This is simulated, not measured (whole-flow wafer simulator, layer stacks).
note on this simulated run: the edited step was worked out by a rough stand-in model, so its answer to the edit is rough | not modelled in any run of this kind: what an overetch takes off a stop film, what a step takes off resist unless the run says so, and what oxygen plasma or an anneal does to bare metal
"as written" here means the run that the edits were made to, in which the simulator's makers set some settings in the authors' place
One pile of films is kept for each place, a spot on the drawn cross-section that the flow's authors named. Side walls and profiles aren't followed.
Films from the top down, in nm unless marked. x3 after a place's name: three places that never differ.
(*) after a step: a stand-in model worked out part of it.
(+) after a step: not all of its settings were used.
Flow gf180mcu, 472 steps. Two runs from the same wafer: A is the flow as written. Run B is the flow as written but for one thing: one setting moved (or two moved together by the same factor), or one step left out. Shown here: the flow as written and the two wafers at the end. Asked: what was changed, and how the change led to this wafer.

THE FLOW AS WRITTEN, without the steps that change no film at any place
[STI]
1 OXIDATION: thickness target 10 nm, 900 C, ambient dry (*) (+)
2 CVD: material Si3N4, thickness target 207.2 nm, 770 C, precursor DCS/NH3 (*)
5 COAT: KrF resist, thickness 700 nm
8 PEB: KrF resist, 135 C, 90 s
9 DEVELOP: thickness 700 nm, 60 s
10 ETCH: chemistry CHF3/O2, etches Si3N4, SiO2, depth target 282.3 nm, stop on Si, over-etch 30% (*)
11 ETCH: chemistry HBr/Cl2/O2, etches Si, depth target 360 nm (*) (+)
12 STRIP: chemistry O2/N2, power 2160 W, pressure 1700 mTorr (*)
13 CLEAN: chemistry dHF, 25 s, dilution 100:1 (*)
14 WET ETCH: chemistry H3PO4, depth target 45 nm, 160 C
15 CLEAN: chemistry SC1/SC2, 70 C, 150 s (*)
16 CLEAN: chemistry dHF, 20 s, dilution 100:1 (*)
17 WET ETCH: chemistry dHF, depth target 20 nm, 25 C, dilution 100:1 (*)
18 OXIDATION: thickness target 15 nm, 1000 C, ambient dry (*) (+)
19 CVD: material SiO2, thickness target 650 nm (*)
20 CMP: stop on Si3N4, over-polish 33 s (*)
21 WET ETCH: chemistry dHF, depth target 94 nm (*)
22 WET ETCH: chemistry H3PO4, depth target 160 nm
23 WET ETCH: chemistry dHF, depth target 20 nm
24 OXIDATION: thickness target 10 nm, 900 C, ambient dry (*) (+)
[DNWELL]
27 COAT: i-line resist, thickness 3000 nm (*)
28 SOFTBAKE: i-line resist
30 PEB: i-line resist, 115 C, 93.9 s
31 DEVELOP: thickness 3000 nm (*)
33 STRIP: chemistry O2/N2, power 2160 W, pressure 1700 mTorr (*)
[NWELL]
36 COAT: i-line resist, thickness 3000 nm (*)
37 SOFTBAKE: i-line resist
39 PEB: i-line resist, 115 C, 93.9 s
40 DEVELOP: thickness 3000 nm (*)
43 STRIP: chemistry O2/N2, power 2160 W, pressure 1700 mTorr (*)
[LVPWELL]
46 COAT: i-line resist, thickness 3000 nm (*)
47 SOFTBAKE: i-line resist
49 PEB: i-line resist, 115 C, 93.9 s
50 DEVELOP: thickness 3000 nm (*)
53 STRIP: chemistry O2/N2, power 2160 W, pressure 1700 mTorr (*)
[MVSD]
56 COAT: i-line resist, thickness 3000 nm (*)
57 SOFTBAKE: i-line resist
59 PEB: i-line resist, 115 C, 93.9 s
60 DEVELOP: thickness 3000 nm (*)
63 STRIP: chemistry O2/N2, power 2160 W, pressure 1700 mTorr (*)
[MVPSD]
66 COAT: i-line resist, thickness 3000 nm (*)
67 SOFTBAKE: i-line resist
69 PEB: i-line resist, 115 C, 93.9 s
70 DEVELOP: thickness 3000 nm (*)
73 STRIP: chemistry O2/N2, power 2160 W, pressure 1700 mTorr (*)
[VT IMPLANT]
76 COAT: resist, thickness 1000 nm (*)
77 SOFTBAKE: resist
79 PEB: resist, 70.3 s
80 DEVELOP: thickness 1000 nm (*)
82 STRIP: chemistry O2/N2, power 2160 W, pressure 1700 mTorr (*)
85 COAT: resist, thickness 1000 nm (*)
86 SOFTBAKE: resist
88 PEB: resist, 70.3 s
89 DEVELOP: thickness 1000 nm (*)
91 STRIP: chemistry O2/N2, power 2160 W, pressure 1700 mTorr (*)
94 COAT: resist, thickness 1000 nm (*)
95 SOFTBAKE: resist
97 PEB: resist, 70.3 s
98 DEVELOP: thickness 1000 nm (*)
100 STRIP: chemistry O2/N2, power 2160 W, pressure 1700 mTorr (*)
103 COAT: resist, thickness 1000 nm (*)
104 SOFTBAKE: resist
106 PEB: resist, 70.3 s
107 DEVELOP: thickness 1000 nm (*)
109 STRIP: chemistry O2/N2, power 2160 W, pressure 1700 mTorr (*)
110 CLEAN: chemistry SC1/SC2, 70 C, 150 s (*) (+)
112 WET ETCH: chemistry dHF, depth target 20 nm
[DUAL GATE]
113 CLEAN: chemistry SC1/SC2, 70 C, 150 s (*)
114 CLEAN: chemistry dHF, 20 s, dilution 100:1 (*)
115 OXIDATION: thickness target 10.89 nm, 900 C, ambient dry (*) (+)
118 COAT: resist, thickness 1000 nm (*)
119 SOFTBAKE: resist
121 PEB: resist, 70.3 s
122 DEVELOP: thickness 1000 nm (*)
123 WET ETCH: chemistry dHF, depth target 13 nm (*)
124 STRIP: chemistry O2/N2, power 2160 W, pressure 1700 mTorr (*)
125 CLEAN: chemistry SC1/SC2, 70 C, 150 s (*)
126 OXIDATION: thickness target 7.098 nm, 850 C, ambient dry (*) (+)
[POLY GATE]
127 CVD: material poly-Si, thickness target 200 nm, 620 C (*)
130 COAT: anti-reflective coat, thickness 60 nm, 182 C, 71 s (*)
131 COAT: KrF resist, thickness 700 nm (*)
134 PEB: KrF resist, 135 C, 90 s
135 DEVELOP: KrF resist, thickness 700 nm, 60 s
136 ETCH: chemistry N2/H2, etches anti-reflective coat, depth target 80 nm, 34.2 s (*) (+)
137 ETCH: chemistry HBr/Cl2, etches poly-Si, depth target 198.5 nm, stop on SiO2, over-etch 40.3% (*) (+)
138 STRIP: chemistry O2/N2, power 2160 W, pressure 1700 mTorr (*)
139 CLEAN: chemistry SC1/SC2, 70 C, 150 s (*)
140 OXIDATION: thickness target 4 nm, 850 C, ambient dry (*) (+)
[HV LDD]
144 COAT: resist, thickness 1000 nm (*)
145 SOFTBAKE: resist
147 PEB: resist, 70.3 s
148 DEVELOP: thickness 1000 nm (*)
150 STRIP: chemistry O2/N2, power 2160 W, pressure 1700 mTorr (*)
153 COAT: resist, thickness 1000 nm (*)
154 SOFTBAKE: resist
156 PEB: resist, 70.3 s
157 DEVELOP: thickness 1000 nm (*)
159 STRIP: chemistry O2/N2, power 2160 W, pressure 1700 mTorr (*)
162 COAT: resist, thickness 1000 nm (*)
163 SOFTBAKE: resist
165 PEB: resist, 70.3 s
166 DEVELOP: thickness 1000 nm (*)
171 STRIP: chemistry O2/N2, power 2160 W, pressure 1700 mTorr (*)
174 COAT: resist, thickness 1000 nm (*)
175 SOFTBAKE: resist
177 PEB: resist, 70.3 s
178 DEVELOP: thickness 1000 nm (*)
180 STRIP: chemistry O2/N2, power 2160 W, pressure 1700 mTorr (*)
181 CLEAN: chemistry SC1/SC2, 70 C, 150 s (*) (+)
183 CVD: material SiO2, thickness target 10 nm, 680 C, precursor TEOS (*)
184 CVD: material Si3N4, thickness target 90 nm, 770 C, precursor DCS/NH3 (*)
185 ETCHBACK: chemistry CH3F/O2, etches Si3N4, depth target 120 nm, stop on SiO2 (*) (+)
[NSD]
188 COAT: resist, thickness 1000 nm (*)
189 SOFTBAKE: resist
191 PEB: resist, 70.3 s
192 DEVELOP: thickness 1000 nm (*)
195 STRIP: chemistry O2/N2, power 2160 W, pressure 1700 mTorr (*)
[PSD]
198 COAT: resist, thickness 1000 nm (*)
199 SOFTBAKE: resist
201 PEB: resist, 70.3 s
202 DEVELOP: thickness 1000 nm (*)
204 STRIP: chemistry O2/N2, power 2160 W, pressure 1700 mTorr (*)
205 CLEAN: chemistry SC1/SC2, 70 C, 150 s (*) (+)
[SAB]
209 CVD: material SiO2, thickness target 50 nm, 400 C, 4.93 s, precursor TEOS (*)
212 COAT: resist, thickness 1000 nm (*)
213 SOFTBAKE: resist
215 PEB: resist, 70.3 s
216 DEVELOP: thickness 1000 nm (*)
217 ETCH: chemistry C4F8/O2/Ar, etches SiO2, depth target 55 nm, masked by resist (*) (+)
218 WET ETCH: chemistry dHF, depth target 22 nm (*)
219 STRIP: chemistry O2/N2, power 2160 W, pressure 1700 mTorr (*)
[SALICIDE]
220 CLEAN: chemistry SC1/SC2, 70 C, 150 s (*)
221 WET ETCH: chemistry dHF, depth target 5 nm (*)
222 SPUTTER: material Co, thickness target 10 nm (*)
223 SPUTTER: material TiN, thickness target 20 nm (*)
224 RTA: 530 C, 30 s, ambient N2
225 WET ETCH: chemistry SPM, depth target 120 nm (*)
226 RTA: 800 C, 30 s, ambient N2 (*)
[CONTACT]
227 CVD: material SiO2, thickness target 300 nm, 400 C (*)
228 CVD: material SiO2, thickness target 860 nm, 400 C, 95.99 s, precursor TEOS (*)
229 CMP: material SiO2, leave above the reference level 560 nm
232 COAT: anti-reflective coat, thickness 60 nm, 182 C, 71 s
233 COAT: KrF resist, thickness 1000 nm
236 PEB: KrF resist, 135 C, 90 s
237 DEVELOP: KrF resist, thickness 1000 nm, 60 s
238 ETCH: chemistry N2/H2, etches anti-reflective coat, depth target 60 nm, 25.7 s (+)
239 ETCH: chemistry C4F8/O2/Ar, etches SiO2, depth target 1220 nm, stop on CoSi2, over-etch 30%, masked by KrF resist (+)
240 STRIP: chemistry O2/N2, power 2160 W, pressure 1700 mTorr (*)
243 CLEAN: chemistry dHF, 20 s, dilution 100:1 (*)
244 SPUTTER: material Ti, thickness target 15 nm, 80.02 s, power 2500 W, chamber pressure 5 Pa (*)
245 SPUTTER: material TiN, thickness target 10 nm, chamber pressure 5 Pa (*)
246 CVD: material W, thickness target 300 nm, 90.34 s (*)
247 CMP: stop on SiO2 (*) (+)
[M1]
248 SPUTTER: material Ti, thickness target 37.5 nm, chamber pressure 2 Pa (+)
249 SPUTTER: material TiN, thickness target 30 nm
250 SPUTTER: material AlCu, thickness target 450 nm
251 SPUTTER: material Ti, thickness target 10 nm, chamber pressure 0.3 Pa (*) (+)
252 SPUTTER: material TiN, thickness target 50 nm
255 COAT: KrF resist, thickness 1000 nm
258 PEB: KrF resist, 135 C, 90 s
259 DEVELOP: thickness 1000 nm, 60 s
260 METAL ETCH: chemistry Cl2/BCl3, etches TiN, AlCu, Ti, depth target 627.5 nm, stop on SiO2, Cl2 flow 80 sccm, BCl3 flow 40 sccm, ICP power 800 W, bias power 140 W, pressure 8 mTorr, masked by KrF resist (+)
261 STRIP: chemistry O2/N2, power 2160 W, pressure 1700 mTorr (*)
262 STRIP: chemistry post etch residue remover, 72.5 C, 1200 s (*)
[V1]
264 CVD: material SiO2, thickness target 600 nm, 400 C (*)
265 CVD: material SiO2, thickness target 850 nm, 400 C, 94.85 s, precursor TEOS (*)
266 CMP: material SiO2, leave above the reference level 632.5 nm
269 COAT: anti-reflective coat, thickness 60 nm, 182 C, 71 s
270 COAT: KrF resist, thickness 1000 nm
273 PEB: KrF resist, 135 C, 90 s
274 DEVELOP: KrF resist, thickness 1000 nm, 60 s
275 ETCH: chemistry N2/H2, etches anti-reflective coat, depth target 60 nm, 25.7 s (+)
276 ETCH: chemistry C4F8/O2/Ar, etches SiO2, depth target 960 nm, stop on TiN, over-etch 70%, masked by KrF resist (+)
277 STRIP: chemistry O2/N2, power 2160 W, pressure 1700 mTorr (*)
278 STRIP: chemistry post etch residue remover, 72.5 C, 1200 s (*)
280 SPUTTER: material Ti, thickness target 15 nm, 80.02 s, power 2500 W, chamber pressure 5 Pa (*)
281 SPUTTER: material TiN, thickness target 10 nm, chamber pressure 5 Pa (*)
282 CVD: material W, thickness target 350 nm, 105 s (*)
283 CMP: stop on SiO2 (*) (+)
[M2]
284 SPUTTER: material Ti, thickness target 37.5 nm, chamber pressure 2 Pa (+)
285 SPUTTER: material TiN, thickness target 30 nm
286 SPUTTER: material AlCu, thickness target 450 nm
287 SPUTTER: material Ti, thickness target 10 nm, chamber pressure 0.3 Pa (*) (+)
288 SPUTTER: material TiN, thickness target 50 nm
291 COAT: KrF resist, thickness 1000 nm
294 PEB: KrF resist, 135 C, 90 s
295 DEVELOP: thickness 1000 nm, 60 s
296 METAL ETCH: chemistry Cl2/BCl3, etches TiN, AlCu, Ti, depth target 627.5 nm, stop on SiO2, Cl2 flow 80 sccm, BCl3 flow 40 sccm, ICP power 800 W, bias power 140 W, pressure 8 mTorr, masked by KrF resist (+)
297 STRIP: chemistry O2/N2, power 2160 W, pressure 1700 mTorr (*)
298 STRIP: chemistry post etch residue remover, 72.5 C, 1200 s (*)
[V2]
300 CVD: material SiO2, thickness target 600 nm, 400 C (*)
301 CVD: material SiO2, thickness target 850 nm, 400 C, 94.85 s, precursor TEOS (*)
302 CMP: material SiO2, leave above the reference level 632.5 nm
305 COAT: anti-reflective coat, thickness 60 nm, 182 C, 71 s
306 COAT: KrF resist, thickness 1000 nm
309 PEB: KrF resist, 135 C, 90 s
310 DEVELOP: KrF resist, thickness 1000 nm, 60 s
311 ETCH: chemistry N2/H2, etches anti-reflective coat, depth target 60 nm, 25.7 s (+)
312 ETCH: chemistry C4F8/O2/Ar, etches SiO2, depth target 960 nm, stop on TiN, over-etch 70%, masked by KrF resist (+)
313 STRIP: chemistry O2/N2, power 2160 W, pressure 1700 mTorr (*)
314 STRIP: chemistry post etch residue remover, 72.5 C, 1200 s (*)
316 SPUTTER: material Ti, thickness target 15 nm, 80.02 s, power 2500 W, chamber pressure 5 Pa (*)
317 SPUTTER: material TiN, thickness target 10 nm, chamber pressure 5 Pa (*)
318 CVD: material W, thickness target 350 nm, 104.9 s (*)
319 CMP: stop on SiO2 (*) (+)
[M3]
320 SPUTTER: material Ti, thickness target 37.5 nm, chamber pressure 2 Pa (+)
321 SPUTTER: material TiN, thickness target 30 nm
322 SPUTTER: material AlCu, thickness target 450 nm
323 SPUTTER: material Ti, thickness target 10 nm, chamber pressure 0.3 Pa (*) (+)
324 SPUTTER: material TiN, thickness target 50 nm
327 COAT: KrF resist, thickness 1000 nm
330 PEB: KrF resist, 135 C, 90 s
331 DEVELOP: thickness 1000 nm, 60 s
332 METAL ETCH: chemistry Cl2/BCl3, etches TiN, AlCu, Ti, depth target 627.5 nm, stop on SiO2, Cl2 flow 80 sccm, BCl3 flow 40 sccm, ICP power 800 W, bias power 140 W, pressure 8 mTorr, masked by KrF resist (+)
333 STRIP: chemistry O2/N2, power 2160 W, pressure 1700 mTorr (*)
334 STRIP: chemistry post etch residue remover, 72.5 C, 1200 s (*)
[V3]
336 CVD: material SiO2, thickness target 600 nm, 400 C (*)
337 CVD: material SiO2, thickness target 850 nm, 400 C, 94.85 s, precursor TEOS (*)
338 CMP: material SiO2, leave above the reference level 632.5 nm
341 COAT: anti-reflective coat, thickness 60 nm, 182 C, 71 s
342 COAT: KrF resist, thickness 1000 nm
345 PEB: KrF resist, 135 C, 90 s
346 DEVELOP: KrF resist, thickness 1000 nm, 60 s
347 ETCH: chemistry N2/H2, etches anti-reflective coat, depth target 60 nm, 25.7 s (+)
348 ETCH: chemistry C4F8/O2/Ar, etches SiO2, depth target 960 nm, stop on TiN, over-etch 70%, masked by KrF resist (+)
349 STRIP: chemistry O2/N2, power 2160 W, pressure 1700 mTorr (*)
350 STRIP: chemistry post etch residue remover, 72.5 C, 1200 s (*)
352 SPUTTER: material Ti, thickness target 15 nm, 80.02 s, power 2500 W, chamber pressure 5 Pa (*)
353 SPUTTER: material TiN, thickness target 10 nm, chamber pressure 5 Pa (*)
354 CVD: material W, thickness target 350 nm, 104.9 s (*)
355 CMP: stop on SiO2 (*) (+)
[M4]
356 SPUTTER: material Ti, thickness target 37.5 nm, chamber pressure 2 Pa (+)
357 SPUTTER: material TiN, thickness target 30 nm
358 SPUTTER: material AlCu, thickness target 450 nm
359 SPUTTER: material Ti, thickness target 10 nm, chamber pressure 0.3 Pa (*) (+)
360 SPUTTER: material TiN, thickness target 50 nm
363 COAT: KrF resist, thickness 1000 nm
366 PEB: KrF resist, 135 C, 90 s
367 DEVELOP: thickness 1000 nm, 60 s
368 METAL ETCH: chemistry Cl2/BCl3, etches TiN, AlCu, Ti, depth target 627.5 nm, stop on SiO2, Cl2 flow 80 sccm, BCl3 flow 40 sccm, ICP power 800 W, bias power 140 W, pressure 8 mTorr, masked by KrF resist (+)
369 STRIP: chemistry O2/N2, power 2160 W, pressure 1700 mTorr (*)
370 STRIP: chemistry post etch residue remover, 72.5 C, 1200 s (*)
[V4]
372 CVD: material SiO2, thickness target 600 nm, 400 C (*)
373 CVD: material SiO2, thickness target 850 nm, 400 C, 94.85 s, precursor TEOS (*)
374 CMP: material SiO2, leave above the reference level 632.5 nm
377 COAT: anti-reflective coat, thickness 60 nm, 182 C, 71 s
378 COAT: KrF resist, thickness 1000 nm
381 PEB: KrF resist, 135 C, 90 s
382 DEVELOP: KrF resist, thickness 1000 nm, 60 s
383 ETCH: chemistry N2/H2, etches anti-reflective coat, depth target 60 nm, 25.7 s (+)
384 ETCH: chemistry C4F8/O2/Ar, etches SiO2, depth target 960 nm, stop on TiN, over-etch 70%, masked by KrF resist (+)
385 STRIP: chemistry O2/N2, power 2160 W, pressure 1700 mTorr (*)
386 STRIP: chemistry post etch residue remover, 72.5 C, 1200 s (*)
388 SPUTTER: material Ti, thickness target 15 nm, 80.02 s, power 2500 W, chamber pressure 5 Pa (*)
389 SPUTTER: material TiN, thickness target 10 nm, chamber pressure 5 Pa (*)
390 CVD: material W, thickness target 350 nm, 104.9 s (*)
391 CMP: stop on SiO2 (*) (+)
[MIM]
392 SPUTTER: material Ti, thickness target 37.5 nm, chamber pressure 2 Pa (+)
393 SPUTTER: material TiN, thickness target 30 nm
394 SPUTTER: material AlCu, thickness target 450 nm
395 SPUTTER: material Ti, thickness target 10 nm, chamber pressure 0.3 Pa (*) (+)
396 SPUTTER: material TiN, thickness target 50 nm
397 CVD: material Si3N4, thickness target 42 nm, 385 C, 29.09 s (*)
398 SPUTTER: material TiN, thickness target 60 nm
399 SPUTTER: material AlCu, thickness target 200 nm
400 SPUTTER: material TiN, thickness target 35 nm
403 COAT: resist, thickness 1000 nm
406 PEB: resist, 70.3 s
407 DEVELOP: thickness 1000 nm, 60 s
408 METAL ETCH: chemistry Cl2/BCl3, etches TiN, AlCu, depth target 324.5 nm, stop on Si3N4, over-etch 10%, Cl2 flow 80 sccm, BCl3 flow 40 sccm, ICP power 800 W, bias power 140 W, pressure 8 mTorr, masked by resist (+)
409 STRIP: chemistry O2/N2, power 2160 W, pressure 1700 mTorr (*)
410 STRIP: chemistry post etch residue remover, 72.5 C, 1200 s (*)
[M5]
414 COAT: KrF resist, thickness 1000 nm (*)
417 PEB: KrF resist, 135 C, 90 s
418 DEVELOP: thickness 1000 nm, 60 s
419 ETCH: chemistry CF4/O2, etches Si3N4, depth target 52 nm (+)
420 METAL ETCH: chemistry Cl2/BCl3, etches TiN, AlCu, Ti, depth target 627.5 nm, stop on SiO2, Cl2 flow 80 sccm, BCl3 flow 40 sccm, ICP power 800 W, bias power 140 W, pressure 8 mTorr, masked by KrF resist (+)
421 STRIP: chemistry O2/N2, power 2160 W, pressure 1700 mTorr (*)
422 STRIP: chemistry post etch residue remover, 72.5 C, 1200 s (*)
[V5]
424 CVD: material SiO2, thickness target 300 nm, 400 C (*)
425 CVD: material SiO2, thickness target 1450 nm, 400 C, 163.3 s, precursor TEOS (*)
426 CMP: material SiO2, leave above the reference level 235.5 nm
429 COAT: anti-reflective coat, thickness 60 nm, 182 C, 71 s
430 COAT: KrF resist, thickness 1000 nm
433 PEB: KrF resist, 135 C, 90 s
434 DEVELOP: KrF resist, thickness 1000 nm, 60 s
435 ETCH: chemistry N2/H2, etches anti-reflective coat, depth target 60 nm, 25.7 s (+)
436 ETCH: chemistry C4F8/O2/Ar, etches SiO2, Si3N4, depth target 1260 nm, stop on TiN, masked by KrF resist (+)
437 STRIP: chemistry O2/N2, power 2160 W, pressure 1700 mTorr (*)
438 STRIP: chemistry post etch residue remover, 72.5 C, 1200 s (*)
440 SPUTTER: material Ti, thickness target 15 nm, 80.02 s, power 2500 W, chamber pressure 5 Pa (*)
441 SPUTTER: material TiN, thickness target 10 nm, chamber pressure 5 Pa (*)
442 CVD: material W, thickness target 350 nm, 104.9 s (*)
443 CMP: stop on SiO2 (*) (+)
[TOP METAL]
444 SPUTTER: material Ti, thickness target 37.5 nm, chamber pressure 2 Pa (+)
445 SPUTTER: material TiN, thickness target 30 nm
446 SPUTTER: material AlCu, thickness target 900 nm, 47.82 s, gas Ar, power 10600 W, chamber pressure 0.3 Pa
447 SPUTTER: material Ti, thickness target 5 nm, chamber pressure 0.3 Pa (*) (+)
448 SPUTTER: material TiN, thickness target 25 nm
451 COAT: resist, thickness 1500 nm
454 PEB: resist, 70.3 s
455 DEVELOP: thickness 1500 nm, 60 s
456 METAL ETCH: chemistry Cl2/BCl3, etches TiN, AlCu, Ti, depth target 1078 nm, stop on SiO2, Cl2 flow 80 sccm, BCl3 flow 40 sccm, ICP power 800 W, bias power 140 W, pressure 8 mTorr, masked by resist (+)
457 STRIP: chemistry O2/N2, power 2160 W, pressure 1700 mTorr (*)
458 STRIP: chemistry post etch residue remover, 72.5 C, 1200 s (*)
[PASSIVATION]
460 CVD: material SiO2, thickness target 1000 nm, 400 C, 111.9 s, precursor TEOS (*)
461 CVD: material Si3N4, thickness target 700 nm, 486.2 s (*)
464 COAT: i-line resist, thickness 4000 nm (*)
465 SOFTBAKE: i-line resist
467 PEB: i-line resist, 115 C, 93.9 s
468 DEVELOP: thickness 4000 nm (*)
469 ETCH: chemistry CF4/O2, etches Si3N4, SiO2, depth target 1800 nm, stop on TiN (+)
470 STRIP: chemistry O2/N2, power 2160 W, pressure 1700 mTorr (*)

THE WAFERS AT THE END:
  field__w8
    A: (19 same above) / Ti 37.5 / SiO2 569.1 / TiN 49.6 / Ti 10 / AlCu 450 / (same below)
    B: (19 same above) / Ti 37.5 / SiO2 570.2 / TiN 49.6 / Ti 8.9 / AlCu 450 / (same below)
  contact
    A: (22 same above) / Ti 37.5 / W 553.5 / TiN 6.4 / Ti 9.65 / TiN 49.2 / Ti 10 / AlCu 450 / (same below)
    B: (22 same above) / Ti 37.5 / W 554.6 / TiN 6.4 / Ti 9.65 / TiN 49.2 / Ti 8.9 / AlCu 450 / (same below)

The cause: step 323, SPUTTER: thickness target 8.9 nm was run, where the flow has thickness target 10 nm.
It can be read off the wafer: field__w8 has Ti 8.9, and step 323 as written asks for 10 nm.

How the change led to this, step by step:
  323 SPUTTER: material Ti, thickness target 10 nm, chamber pressure 0.3 Pa (*) (+)
      field, field__w1, field__w2 and 108 more: A Ti +10 (new film) | B Ti +8.9 (new film)
  332 METAL ETCH: chemistry Cl2/BCl3, etches TiN, AlCu, Ti, depth target 627.5 nm, stop on SiO2, Cl2 flow 80 sccm, BCl3 flow 40 sccm, ICP power 800 W, bias power 140 W, pressure 8 mTorr, masked by KrF resist (+)
      field, field__w1, field__w2 and 103 more: A TiN -50 (all of it), Ti -10 (all of it), AlCu -450 (all of it), TiN -30 (all of it), Ti -37.5 (all of it) | B TiN -50 (all of it), Ti -8.9 (all of it), AlCu -450 (all of it), TiN -30 (all of it), Ti -37.5 (all of it)
